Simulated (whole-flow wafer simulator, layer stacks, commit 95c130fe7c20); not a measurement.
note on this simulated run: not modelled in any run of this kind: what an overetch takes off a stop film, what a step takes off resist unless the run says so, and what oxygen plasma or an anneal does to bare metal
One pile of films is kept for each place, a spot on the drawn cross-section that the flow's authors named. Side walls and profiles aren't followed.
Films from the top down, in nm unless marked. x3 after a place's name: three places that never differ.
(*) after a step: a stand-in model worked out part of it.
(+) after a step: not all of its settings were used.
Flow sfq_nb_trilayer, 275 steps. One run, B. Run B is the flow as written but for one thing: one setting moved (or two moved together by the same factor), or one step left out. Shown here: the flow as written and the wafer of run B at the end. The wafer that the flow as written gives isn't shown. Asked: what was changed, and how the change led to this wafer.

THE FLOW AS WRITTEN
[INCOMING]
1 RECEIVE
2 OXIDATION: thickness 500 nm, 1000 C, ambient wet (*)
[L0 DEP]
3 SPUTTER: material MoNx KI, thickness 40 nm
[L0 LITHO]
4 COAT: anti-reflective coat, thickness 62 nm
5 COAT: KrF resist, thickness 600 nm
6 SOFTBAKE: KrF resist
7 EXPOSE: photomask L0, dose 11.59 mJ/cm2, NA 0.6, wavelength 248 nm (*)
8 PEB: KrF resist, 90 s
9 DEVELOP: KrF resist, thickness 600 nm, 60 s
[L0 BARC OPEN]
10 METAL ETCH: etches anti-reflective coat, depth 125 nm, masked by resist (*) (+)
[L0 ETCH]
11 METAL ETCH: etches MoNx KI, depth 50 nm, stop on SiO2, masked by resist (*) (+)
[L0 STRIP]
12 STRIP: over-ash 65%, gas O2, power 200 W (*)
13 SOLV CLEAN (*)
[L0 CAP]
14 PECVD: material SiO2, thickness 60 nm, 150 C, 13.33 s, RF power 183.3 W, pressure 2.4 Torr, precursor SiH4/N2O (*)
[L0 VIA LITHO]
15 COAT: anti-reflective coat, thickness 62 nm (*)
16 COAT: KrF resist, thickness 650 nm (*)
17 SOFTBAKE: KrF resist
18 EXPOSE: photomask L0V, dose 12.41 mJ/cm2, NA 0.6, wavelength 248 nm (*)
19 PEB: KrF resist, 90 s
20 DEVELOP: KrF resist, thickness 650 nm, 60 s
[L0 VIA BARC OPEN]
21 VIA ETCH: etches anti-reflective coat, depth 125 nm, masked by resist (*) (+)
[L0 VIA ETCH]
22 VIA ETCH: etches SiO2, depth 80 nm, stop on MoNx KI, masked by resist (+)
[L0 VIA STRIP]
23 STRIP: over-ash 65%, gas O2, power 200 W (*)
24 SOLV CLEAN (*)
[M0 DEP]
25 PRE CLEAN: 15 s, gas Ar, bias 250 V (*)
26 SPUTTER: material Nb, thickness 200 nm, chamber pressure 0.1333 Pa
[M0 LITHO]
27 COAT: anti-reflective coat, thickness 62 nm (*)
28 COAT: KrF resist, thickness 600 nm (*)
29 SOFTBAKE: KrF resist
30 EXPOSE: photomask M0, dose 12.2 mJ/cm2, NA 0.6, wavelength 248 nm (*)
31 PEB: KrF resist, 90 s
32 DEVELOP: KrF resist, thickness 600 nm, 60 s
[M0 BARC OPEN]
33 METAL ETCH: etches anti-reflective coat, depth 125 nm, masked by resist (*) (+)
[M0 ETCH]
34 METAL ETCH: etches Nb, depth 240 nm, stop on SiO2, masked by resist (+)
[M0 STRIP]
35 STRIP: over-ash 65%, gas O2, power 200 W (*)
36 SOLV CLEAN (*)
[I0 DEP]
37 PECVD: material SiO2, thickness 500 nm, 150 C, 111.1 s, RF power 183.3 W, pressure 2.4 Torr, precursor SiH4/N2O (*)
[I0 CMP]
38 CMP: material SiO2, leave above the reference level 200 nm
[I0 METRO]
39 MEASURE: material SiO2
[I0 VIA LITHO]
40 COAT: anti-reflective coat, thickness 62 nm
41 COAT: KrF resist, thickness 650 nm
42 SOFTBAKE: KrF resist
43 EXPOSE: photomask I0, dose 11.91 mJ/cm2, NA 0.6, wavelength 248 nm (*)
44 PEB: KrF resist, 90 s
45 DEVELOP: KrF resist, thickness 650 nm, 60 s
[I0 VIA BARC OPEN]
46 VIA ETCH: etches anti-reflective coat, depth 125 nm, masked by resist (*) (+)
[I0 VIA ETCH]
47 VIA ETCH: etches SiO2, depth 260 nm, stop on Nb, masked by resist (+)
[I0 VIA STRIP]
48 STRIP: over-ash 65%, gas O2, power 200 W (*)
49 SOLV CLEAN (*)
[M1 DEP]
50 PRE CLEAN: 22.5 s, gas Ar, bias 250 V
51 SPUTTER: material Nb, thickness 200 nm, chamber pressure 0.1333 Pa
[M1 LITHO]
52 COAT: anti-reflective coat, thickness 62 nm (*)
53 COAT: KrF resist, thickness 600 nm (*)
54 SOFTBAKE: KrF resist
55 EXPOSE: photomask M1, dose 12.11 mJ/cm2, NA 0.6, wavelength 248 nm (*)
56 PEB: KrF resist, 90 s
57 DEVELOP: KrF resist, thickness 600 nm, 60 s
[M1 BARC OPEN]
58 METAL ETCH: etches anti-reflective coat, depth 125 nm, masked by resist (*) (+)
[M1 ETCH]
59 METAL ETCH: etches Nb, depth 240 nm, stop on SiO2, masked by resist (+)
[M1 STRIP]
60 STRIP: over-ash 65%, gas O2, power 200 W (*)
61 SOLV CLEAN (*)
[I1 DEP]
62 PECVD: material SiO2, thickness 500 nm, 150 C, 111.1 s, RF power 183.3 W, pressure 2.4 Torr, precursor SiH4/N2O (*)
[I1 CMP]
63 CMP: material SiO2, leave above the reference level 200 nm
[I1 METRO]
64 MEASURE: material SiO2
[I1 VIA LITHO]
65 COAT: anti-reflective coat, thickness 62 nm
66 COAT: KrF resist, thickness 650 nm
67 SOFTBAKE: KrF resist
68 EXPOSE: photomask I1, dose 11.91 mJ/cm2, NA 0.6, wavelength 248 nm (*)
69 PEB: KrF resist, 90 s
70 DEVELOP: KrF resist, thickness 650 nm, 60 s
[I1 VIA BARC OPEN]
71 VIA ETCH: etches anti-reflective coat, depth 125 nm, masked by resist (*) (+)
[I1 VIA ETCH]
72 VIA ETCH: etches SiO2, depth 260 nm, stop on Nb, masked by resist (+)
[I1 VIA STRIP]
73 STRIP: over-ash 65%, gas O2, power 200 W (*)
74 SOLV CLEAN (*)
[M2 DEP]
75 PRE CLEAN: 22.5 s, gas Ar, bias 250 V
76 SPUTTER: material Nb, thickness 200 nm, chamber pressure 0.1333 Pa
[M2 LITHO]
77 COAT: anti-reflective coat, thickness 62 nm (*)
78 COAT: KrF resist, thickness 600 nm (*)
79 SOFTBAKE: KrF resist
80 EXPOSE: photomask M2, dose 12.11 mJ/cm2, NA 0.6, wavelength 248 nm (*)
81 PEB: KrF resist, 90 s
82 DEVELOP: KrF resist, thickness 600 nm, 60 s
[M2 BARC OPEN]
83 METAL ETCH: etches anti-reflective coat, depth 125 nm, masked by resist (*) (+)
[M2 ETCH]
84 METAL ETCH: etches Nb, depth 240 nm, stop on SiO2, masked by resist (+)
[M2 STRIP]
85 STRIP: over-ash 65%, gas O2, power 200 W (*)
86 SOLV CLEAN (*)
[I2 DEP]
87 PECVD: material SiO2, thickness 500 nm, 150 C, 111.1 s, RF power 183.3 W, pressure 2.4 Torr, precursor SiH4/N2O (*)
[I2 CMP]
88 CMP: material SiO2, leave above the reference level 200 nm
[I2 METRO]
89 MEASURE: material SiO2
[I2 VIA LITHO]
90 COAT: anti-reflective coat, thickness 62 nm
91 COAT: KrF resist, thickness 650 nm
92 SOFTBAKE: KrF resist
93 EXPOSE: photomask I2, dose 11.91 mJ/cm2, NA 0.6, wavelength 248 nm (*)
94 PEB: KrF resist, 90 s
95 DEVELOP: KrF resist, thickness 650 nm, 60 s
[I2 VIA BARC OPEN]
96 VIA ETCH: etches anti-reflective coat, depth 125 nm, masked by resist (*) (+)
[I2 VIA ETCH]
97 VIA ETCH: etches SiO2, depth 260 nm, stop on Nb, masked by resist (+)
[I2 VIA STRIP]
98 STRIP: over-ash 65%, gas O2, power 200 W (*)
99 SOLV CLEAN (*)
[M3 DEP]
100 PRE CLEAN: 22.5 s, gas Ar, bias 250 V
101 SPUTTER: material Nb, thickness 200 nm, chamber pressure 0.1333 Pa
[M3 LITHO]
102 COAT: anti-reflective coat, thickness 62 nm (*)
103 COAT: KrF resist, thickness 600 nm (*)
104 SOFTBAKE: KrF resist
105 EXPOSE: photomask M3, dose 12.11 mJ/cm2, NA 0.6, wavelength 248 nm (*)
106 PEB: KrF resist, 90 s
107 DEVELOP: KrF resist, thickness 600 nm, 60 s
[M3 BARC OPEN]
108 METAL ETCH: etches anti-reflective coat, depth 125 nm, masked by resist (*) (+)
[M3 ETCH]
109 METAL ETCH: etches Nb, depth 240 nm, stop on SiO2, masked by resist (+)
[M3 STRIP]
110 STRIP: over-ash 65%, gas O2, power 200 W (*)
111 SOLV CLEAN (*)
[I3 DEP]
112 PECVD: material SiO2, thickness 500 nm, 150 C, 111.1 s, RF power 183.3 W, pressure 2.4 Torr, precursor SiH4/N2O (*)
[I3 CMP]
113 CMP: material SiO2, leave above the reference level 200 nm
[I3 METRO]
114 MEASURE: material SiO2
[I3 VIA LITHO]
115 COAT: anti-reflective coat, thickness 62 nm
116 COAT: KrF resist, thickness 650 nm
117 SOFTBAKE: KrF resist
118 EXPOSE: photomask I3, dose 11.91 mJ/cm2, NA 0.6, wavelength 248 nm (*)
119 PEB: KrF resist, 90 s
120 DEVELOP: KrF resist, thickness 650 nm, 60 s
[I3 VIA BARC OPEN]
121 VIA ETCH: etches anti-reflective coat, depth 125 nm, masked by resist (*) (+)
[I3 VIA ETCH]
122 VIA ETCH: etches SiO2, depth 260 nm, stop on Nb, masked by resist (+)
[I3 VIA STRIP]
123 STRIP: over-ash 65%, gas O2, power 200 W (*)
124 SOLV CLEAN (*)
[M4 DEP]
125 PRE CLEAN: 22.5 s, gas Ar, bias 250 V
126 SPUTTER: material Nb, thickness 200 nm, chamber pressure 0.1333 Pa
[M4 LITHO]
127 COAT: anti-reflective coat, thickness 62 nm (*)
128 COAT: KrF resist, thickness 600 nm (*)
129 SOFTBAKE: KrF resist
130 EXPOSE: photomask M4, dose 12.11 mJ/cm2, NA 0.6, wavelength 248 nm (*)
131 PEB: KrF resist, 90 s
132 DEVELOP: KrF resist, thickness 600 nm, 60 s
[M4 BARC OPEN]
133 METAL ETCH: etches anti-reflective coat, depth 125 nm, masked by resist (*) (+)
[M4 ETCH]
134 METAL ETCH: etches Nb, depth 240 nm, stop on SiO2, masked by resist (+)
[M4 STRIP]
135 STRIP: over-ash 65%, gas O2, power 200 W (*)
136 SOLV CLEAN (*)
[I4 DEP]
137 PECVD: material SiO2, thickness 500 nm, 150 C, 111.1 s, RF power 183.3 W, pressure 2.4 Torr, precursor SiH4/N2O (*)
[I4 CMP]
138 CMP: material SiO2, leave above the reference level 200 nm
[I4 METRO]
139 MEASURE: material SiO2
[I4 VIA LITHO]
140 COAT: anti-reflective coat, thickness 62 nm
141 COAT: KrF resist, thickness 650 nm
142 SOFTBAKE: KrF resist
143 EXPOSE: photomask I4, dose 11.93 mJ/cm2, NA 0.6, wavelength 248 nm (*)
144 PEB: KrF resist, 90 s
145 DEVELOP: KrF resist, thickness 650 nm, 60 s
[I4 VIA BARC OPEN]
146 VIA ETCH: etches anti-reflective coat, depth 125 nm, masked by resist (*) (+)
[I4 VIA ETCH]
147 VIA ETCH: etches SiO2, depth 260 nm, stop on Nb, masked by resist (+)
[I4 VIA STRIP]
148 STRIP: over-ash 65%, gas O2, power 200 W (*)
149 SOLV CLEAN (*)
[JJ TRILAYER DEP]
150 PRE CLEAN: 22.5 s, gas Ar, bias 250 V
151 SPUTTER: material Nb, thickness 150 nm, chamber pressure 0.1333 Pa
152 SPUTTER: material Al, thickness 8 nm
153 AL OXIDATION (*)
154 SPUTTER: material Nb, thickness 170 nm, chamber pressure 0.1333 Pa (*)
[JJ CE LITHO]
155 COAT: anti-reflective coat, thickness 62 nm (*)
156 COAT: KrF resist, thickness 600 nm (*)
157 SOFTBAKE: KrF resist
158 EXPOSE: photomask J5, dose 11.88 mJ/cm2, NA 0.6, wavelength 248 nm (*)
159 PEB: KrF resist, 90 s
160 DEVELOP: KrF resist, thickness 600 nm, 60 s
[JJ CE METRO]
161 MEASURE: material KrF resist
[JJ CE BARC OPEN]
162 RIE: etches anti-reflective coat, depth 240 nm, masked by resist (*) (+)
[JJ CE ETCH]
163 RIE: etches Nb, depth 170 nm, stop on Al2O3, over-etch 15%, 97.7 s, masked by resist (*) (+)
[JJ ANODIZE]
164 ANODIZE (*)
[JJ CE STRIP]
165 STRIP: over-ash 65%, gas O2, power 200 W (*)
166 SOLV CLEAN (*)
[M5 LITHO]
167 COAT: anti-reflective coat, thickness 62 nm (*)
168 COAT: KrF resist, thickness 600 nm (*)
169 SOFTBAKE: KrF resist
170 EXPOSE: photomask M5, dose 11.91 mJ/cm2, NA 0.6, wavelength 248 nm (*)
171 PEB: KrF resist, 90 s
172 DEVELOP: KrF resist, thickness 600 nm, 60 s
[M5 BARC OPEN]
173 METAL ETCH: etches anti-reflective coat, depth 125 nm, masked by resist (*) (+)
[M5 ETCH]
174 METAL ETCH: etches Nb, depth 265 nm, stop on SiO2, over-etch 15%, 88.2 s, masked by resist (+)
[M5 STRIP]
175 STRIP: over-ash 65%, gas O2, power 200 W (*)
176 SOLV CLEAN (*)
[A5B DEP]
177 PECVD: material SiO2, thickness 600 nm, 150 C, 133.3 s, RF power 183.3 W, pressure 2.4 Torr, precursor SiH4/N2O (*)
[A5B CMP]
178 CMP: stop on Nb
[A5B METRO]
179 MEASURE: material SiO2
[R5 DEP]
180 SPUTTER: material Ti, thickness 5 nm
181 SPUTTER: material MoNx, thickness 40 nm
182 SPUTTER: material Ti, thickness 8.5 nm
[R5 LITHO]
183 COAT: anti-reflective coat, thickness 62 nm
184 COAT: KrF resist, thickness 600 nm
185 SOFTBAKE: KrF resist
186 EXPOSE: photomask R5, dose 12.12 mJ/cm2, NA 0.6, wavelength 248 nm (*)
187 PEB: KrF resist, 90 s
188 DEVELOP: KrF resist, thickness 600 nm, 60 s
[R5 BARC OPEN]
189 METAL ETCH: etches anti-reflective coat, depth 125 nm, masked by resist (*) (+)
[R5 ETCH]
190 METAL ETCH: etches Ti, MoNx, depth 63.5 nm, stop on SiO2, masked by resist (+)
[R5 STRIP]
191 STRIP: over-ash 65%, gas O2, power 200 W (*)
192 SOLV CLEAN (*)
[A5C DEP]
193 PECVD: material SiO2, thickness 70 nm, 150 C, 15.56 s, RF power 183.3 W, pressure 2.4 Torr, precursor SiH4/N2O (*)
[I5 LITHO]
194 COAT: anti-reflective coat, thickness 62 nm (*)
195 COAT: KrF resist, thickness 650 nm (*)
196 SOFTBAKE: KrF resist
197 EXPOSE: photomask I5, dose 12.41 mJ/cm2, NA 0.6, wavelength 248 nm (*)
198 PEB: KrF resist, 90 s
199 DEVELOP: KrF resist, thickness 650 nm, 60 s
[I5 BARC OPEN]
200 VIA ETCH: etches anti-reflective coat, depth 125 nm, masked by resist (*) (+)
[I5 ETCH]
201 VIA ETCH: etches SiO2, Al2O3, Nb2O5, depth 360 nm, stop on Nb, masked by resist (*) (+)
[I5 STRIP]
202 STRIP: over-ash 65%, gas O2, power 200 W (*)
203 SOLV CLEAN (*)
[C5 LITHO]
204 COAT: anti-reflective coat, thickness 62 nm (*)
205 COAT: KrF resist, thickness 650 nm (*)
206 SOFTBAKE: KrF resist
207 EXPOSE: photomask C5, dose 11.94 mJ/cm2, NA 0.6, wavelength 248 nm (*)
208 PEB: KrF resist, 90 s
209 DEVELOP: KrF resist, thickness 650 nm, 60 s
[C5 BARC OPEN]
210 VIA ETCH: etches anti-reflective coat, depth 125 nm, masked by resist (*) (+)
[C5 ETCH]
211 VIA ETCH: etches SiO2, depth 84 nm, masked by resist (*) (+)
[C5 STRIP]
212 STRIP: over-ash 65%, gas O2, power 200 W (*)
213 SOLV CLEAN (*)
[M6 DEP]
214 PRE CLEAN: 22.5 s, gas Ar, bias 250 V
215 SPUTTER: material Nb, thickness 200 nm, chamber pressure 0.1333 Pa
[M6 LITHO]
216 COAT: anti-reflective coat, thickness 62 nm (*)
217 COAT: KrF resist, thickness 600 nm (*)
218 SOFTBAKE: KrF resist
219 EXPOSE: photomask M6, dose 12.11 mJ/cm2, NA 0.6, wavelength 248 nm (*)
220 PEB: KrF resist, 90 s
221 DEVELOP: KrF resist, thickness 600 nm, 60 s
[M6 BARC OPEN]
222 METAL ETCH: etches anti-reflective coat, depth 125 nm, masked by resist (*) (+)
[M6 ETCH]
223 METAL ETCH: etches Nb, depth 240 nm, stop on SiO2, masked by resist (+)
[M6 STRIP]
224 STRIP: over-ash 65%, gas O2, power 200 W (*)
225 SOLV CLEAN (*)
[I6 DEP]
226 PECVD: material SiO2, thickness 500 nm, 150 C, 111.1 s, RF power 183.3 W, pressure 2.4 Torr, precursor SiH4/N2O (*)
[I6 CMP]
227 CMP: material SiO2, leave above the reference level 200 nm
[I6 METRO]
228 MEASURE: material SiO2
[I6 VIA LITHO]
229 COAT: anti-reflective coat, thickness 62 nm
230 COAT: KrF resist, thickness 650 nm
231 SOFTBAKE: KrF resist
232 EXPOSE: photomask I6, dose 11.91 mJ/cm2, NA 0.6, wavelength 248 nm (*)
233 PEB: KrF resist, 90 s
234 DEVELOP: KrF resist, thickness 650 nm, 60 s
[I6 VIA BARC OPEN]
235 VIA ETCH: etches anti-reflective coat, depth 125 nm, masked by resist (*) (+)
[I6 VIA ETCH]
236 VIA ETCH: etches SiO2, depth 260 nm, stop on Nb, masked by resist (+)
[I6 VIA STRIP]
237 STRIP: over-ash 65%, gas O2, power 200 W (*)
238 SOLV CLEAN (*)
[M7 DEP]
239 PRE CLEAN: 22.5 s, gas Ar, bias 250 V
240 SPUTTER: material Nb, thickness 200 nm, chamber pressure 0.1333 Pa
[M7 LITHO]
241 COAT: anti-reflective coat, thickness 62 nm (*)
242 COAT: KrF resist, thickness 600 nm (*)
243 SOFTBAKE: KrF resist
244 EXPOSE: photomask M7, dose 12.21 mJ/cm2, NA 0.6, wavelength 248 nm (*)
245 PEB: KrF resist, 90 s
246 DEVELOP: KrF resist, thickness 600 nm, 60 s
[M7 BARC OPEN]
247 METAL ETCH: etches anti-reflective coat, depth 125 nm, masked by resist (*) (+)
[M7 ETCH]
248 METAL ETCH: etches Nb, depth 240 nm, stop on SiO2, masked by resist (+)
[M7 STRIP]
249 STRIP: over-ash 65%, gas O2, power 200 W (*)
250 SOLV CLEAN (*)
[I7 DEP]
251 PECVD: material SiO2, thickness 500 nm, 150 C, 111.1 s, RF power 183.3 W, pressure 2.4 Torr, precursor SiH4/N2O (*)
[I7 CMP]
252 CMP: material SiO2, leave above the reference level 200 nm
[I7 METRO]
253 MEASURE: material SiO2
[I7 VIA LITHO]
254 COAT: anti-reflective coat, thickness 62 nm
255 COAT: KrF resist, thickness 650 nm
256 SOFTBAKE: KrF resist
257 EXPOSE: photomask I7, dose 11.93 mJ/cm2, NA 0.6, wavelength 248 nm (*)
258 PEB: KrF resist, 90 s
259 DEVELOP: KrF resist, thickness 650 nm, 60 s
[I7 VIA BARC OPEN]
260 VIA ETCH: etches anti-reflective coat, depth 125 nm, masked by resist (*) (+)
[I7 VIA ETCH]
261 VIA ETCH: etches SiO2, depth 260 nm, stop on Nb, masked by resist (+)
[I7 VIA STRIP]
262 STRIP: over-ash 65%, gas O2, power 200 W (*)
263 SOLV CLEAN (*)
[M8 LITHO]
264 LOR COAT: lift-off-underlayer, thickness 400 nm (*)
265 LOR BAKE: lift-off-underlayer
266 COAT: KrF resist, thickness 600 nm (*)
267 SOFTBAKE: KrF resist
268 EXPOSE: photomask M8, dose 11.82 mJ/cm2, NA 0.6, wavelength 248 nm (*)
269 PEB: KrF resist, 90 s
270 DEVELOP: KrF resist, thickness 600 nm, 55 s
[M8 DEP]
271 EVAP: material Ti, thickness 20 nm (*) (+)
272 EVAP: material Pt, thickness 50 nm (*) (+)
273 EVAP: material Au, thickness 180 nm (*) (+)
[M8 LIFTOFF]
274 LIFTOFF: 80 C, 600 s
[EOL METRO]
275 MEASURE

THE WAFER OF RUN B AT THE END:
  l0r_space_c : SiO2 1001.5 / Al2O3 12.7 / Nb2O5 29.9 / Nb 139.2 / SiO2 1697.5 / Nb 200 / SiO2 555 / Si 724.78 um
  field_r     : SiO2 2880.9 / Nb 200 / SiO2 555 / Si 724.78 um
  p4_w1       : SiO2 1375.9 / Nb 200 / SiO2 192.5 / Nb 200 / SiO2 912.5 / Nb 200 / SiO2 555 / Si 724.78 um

The cause: step 76, SPUTTER: thickness 135 nm was run, where the flow has thickness 200 nm.

How the change led to this, step by step:
  76 SPUTTER: material Nb, thickness 200 nm, chamber pressure 0.1333 Pa
      field_l, v_sur, via_wl and 102 more: Nb +135 (new film) (as written it would be: Nb +200 (new film))
      via_v: Nb +118.5 (as written it would be: Nb +174.5)
  77 COAT: anti-reflective coat, thickness 62 nm (*)
      via_v: anti-reflective coat +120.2 (new film) (as written it would be: anti-reflective coat +123.1 (new film))
  84 METAL ETCH: etches Nb, depth 240 nm, stop on SiO2, masked by resist (+)
      field_l, be, be_sur and 81 more: Nb -135 (all of it) (as written it would be: Nb -200 (all of it))
      v_sur, via_wl, via_w and 19 more: KrF resist -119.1 (as written it would be: KrF resist -141.2)
  85 STRIP: over-ash 65%, gas O2, power 200 W (*)
      wl_j_sl, wl_jj, wl_j_sr and 12 more: KrF resist -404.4 (all of it), anti-reflective coat -62 (all of it) (as written it would be: KrF resist -382.4 (all of it), anti-reflective coat -62 (all of it))
      v_sur: KrF resist -402.2 (all of it), anti-reflective coat -61.4 (all of it) (as written it would be: KrF resist -380 (all of it), anti-reflective coat -61.4 (all of it))
      (and at 6 more places)
  87 PECVD: material SiO2, thickness 500 nm, 150 C, 111.1 s, RF power 183.3 W, pressure 2.4 Torr, precursor SiH4/N2O (*)
      via_v: SiO2 +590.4 (new film) (as written it would be: SiO2 +606 (new film))
  88 CMP: material SiO2, leave above the reference level 200 nm
      field_l, be, be_sur and 81 more: SiO2 -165 (as written it would be: SiO2 -100)
      via_v: SiO2 -175 (as written it would be: SiO2 -181.6)
